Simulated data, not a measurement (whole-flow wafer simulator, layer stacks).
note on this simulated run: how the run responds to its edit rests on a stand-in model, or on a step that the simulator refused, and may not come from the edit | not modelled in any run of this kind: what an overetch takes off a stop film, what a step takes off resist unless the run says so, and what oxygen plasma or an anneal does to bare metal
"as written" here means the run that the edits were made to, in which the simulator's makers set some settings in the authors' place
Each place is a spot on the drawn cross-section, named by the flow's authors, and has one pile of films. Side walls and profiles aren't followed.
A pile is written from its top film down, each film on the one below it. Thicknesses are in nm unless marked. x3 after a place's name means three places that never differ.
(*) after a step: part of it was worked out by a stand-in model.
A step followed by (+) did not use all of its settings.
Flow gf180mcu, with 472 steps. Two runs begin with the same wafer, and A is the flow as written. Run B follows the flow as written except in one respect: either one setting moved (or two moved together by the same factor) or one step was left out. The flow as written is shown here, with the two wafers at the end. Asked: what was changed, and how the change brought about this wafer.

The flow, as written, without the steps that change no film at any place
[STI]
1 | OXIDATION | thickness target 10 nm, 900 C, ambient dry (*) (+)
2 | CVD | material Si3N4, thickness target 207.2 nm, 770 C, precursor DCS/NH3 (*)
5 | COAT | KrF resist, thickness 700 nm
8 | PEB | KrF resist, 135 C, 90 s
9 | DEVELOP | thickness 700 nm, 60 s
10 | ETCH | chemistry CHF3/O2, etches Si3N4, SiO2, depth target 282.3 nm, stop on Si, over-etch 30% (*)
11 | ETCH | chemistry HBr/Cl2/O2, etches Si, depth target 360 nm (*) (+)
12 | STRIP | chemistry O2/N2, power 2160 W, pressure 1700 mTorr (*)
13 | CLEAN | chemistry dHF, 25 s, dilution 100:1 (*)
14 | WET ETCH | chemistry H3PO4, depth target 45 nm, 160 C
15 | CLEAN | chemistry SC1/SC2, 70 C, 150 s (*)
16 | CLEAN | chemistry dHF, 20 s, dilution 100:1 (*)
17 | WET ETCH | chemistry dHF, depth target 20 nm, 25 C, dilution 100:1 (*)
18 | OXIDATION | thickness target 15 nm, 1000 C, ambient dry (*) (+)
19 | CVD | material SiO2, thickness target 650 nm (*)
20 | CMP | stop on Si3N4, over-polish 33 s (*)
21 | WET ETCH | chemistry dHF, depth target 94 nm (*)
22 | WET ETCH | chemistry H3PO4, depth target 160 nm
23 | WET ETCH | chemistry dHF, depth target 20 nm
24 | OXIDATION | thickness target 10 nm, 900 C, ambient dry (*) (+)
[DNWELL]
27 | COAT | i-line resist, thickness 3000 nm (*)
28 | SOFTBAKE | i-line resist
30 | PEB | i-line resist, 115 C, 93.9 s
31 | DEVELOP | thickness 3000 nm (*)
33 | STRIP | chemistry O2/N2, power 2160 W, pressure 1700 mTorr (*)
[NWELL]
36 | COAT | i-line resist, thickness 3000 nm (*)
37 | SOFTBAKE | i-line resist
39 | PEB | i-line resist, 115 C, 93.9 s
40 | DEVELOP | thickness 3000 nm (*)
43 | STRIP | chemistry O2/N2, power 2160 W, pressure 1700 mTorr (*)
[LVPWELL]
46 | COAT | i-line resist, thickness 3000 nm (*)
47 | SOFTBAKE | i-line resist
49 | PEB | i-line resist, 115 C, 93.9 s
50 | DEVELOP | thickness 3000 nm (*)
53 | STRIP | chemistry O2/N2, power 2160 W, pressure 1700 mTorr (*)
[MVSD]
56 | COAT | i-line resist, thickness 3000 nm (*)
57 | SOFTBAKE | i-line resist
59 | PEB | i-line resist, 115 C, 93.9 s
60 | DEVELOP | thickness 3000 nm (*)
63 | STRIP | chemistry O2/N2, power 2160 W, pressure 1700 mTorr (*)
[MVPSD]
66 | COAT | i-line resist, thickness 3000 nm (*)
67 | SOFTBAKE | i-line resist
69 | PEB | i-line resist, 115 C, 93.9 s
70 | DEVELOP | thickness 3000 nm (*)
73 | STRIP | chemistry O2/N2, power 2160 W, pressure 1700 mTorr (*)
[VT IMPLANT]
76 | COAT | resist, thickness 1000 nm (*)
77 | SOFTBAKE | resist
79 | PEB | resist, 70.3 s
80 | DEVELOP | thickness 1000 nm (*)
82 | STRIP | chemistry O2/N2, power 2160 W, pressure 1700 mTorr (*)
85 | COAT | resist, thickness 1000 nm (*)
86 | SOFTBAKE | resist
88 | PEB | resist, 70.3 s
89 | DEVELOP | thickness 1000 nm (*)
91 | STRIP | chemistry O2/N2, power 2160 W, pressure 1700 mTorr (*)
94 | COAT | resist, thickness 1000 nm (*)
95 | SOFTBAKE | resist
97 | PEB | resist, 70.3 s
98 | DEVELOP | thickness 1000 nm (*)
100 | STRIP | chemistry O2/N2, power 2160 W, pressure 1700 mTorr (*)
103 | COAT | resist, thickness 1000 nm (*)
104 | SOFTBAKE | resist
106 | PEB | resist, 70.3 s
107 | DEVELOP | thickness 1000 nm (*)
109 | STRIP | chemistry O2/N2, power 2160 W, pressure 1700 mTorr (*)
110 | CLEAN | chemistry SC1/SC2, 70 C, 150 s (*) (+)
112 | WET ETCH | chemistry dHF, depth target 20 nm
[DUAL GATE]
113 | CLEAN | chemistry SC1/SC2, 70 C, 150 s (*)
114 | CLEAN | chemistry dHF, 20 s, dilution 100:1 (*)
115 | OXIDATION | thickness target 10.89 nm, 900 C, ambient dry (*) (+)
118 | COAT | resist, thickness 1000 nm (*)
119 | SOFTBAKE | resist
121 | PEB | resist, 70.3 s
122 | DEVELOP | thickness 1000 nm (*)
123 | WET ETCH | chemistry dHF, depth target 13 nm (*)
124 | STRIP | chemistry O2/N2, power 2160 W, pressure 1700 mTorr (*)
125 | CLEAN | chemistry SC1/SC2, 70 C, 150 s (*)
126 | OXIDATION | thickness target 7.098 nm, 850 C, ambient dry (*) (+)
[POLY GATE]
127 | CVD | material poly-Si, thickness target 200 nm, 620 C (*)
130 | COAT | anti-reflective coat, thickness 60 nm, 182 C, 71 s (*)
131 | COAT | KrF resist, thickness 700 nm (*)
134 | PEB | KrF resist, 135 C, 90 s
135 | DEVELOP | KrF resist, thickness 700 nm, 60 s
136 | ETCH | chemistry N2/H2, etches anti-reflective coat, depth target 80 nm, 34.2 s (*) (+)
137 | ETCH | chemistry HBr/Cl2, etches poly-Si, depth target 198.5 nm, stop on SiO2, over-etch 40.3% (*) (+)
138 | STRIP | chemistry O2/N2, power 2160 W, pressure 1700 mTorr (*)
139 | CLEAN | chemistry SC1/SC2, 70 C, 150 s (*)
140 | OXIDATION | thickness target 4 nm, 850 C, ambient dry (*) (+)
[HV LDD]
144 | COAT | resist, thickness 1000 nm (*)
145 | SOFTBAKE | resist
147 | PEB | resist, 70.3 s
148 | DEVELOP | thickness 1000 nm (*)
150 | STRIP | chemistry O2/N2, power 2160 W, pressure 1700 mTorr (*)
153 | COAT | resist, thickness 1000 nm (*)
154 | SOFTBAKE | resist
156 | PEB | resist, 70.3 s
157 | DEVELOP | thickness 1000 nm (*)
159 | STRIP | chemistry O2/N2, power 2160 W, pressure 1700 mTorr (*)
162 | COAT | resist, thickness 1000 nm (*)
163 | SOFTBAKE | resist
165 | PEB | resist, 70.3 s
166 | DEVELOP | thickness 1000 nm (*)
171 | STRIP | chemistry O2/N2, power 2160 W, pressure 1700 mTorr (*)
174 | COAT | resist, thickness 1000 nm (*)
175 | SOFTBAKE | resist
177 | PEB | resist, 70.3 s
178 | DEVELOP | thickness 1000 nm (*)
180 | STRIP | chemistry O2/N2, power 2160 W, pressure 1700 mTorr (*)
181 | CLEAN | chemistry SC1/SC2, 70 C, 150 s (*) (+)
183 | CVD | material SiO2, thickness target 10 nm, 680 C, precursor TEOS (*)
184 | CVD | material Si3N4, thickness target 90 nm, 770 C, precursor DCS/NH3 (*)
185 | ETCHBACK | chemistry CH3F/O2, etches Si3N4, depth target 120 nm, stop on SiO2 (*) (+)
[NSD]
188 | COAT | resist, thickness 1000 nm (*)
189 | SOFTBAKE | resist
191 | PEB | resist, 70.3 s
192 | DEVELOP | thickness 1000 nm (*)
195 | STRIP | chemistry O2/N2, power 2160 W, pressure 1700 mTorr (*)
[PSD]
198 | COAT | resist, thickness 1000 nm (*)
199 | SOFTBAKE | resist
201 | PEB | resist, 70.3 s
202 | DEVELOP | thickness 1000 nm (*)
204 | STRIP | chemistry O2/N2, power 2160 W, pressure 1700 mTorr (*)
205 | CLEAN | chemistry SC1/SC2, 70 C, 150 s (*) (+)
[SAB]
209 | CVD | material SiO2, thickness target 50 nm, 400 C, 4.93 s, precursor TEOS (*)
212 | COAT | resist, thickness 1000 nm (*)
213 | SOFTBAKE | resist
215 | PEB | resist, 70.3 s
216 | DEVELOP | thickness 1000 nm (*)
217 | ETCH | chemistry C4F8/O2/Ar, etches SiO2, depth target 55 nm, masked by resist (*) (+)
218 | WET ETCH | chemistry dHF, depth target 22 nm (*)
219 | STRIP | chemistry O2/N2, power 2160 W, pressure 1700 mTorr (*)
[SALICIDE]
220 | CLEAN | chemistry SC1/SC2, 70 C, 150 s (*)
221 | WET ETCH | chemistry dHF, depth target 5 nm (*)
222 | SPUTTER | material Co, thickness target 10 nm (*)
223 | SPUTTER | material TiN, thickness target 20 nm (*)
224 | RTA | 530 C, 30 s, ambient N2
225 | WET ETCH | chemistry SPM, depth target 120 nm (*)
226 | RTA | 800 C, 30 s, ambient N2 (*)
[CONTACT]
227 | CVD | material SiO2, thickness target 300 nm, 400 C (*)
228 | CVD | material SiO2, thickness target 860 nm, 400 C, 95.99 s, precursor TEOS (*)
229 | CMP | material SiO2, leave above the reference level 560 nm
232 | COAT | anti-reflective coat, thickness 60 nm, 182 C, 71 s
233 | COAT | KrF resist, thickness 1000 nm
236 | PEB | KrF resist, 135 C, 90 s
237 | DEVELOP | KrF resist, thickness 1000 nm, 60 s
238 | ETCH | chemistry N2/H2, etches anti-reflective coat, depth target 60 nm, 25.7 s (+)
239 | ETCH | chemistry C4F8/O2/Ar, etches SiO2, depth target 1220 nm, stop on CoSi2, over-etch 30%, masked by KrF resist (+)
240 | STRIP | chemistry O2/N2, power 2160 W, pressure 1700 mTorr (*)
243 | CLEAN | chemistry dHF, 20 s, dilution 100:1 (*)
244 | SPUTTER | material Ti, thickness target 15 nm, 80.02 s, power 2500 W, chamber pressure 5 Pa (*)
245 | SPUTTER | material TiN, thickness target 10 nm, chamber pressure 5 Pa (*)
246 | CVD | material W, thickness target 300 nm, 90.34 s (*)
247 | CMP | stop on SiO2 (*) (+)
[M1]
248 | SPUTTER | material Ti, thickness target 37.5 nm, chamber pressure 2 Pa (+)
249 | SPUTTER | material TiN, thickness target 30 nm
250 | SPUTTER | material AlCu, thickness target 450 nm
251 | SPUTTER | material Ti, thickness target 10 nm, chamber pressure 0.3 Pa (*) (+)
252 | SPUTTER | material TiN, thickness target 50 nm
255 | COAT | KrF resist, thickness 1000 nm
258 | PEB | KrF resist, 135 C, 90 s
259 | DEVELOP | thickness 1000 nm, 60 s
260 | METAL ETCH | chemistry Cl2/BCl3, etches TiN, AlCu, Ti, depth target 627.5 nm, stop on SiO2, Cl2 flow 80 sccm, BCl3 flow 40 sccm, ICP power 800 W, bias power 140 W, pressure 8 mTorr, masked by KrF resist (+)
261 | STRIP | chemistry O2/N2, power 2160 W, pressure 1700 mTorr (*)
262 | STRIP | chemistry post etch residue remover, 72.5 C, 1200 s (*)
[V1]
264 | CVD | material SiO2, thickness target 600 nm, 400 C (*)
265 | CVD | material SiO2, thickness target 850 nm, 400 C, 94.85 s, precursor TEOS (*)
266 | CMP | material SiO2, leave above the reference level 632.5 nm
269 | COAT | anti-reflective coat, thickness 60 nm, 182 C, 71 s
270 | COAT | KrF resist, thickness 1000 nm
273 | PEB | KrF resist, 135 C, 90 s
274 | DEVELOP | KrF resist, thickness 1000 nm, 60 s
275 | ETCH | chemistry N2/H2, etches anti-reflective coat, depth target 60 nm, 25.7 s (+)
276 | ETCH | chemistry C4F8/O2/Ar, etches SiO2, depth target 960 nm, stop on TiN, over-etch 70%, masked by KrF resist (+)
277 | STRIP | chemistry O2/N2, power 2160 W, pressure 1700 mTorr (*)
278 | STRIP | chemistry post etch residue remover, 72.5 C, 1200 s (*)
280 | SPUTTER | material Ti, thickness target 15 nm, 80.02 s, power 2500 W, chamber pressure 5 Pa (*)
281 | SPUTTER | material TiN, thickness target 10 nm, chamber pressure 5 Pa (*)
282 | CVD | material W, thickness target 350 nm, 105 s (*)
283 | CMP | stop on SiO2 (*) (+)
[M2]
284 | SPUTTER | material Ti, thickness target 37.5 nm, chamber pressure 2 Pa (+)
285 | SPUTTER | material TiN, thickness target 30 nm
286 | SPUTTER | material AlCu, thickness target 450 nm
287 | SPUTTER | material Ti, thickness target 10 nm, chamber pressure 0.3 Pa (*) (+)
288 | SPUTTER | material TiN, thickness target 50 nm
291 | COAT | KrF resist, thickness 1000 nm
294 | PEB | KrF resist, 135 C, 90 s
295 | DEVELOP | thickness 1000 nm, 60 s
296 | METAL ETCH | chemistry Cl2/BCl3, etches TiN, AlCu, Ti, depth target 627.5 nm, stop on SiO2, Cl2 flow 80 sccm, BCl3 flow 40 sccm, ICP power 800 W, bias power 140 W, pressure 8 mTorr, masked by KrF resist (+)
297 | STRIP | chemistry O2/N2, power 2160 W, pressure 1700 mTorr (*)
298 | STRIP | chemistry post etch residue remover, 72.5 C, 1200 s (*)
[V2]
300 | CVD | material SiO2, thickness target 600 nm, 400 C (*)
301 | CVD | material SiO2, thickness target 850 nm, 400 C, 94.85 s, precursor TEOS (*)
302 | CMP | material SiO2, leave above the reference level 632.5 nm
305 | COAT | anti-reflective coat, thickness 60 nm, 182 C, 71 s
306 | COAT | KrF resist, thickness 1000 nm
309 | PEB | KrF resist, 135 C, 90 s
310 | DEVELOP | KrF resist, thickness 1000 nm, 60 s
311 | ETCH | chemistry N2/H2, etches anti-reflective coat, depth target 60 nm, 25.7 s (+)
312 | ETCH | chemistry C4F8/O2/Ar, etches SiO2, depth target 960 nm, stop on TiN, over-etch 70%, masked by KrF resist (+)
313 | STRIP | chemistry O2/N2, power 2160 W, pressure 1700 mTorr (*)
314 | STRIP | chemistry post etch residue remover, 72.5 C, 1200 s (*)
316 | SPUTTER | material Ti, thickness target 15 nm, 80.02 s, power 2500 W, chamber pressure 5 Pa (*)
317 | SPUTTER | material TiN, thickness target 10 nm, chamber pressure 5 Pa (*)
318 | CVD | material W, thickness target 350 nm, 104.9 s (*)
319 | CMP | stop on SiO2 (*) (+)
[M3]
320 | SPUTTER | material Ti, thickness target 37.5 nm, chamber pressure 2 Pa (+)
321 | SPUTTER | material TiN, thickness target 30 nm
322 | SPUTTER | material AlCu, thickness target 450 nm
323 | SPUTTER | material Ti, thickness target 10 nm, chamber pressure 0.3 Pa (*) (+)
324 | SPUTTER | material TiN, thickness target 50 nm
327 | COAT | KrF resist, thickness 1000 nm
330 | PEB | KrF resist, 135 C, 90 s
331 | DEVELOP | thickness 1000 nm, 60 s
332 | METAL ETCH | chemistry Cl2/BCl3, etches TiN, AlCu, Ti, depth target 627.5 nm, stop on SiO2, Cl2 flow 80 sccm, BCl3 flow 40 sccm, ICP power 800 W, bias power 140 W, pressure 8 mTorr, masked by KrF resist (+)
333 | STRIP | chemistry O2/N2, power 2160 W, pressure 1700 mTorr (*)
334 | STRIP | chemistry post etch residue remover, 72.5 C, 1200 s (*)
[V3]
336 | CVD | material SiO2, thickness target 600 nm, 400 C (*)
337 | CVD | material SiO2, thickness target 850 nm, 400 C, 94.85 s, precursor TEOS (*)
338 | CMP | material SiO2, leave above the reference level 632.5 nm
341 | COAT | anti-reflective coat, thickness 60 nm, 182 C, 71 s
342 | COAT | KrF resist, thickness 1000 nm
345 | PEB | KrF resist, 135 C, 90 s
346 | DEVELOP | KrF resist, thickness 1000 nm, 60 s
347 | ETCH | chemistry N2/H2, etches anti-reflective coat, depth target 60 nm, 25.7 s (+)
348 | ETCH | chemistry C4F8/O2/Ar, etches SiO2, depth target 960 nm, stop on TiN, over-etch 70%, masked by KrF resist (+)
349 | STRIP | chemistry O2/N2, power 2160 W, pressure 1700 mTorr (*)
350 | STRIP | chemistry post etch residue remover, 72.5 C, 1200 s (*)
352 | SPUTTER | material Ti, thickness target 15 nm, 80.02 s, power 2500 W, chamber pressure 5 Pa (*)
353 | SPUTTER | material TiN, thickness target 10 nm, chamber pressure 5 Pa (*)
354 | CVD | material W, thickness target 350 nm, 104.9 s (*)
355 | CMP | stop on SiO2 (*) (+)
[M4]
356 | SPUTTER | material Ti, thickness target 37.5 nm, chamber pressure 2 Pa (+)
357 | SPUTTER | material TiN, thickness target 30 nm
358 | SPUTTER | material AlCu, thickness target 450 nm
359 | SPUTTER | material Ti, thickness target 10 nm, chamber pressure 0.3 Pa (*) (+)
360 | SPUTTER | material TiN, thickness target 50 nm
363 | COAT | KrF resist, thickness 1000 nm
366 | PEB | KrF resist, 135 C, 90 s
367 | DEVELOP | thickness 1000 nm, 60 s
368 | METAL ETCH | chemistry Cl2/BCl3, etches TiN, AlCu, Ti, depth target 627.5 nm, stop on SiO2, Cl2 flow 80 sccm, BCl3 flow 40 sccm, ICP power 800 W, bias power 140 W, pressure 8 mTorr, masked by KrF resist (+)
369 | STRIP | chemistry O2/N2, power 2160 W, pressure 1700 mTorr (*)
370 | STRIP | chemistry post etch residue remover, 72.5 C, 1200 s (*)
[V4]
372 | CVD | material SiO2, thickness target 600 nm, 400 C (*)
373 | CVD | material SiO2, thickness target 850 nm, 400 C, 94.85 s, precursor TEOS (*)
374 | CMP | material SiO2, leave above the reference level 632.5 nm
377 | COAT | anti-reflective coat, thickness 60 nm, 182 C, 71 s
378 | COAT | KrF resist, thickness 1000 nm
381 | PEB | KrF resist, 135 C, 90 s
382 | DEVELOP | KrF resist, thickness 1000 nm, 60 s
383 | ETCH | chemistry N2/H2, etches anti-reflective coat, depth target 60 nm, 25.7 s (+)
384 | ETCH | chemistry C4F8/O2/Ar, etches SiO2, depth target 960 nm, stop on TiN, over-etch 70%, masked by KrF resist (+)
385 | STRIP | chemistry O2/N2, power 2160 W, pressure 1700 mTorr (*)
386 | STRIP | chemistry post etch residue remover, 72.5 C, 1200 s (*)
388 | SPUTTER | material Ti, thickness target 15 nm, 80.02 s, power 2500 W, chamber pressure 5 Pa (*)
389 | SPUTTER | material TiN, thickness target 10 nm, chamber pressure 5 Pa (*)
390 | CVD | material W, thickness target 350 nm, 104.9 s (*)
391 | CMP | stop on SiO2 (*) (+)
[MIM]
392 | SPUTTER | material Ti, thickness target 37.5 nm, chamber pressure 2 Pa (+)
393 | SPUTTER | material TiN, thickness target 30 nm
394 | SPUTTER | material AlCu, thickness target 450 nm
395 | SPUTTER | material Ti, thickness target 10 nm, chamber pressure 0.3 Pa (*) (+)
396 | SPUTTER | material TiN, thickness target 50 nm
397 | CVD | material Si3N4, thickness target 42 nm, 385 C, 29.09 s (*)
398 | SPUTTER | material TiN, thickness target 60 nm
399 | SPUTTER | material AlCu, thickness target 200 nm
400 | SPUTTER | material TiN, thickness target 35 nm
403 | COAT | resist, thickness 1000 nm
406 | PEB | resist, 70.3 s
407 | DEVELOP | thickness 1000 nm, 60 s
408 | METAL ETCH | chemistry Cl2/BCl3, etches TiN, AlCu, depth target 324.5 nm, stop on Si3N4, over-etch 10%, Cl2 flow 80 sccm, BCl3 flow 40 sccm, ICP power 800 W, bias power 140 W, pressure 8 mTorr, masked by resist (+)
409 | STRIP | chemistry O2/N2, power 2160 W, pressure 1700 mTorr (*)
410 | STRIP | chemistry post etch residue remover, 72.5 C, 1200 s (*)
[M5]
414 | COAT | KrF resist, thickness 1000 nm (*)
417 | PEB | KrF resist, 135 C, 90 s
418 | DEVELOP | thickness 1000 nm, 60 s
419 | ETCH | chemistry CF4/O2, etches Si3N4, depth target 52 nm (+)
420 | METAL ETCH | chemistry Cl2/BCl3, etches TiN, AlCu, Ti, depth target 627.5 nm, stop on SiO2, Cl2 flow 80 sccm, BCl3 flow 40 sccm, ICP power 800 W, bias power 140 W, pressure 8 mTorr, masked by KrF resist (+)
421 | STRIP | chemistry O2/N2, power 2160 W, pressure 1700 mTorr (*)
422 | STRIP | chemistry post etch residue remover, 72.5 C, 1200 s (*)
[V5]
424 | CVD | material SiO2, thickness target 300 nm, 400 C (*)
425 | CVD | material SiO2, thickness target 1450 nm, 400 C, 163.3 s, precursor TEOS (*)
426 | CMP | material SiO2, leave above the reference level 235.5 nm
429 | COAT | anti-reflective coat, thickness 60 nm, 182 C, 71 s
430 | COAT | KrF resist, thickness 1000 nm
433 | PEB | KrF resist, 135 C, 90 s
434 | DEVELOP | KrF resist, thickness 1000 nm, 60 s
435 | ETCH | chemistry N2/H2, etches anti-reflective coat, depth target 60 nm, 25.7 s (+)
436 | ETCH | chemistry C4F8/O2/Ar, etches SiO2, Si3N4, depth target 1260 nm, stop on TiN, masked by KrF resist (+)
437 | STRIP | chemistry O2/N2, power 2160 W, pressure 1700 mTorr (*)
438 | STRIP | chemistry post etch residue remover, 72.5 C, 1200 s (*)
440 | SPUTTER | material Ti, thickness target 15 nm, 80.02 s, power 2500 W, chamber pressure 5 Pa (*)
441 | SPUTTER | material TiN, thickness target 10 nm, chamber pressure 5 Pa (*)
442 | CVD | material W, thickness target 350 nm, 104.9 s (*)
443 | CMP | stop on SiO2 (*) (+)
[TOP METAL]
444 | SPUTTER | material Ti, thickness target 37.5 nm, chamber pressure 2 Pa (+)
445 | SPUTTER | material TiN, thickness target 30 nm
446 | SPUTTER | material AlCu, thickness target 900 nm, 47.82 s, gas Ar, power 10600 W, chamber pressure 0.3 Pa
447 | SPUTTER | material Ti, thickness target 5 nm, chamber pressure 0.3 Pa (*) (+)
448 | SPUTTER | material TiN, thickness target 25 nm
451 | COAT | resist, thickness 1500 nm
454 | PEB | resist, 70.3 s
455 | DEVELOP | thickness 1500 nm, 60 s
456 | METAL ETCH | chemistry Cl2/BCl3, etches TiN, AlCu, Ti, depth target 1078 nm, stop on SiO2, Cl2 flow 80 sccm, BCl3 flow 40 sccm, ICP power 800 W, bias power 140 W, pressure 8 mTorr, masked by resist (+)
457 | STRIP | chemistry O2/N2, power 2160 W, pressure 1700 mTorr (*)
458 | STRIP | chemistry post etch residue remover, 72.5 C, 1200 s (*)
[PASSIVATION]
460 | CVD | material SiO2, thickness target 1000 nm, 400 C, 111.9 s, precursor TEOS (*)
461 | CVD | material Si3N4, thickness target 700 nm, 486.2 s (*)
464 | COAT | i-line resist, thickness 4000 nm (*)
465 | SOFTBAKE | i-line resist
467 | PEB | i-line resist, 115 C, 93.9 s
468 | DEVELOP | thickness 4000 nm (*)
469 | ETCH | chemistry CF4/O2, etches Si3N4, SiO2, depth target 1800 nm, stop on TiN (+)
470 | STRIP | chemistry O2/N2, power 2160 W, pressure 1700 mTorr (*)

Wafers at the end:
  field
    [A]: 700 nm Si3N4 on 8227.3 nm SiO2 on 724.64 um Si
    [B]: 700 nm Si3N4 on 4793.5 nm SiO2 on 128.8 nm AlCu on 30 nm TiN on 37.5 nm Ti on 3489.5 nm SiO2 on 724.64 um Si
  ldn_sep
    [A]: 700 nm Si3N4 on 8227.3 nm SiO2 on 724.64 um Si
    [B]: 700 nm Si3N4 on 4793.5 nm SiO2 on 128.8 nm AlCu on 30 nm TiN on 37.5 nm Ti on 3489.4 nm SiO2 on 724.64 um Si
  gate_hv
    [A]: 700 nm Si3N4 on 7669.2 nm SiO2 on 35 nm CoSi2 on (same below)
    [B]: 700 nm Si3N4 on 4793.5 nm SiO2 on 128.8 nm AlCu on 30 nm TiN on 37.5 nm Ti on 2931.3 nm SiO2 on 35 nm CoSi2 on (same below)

What caused this: step 322, SPUTTER: thickness target 702 nm was run, while the flow as written has thickness target 450 nm.

The path from the change to this, step by step:
  322 | SPUTTER | material AlCu, thickness target 450 nm
      field, field__w1, field__w2 and 108 more: A +450 AlCu (new film) | B +702 AlCu (new film)
  332 | METAL ETCH | chemistry Cl2/BCl3, etches TiN, AlCu, Ti, depth target 627.5 nm, stop on SiO2, Cl2 flow 80 sccm, BCl3 flow 40 sccm, ICP power 800 W, bias power 140 W, pressure 8 mTorr, masked by KrF resist (+)
      field, field__w1, field__w2 and 103 more: A -50 TiN (all of it), -10 Ti (all of it), -450 AlCu (all of it), -30 TiN (all of it), -37.5 Ti (all of it) | B -50 TiN (all of it), -10 Ti (all of it), -567.5 AlCu
  334 | STRIP | chemistry post etch residue remover, 72.5 C, 1200 s (*)
      field, field__w1, field__w2 and 103 more: A nothing | B -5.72 AlCu
  336 | CVD | material SiO2, thickness target 600 nm, 400 C (*)
      field, field__w1, field__w2 and 103 more: A +600 SiO2 | B +600 SiO2 (new film)
  338 | CMP | material SiO2, leave above the reference level 632.5 nm
      field, field__w1, field__w2 and 103 more: A -300 SiO2 | B -244.3 SiO2
With metal films that touch counted as one body, field has 1 body; the flow as written gives 0 bodies.
With metal films that touch counted as one body, ldn_sep has 1 body; the flow as written gives 0 bodies.
With metal films that touch counted as one body, gate_hv has 2 bodies (between them, from the top down: SiO2 2931.3); the flow as written gives 1 body.
